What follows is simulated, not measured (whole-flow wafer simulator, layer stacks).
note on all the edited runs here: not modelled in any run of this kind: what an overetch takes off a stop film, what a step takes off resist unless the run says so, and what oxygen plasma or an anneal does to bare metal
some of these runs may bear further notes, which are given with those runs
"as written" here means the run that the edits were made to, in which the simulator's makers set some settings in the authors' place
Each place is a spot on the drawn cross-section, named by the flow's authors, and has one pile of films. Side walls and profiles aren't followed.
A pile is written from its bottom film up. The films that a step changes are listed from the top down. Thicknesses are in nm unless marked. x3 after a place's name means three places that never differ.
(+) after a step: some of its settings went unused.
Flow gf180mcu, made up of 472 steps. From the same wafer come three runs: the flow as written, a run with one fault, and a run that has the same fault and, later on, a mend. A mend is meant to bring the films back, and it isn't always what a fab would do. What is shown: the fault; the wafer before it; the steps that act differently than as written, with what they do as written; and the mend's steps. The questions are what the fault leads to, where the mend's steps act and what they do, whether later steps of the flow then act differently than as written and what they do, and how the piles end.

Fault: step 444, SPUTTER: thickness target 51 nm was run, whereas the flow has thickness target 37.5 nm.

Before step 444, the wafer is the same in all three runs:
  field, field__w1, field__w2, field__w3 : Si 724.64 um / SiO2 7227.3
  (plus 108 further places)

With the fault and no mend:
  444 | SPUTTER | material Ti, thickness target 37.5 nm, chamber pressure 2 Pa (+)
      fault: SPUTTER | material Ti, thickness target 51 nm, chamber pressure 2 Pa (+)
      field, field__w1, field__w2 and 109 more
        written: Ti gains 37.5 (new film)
        fault: Ti gains 51 (new film)
  Steps later in the flow that act otherwise than as written (not shown: 4 more steps that differ only slightly, by at most 2% or 0.5 nm, whichever is larger):
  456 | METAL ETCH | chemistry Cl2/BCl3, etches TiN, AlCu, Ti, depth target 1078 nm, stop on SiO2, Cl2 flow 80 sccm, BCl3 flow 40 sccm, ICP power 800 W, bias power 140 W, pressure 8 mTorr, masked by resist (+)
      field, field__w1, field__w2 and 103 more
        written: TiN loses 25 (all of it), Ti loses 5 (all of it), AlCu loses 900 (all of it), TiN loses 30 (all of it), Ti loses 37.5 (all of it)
        fault: TiN loses 25 (all of it), Ti loses 5 (all of it), AlCu loses 900 (all of it), TiN loses 30 (all of it), Ti loses 51 (all of it)
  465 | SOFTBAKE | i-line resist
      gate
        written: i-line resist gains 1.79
        fault: i-line resist loses 0.24
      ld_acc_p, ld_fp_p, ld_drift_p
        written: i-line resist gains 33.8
        fault: i-line resist gains 27.5
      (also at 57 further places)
  At field__w8, contact, m1, m1__w1, pad, m1_nw, the piles at the end differ from the flow's by more than 2% or 0.5 nm, whichever is larger.
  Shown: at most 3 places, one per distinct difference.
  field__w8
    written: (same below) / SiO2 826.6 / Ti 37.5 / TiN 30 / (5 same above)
    fault: (same below) / SiO2 826.6 / Ti 51 / TiN 30 / (5 same above)
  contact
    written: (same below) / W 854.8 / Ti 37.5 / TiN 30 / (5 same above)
    fault: (same below) / W 854.8 / Ti 51 / TiN 30 / (5 same above)
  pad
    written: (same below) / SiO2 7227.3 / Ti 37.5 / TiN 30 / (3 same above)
    fault: (same below) / SiO2 7227.3 / Ti 51 / TiN 30 / (3 same above)

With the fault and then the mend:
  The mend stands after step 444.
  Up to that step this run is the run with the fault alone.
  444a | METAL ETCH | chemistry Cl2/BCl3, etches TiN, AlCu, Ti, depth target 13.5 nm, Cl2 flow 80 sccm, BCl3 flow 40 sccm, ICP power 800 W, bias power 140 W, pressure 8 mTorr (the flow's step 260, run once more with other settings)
      field, field__w1, field__w2 and 109 more
        Ti loses 13.5
  Every later step of the flow that is run acts as written at every place that is followed.
  At every place that both follow, the piles at the end match the flow's.
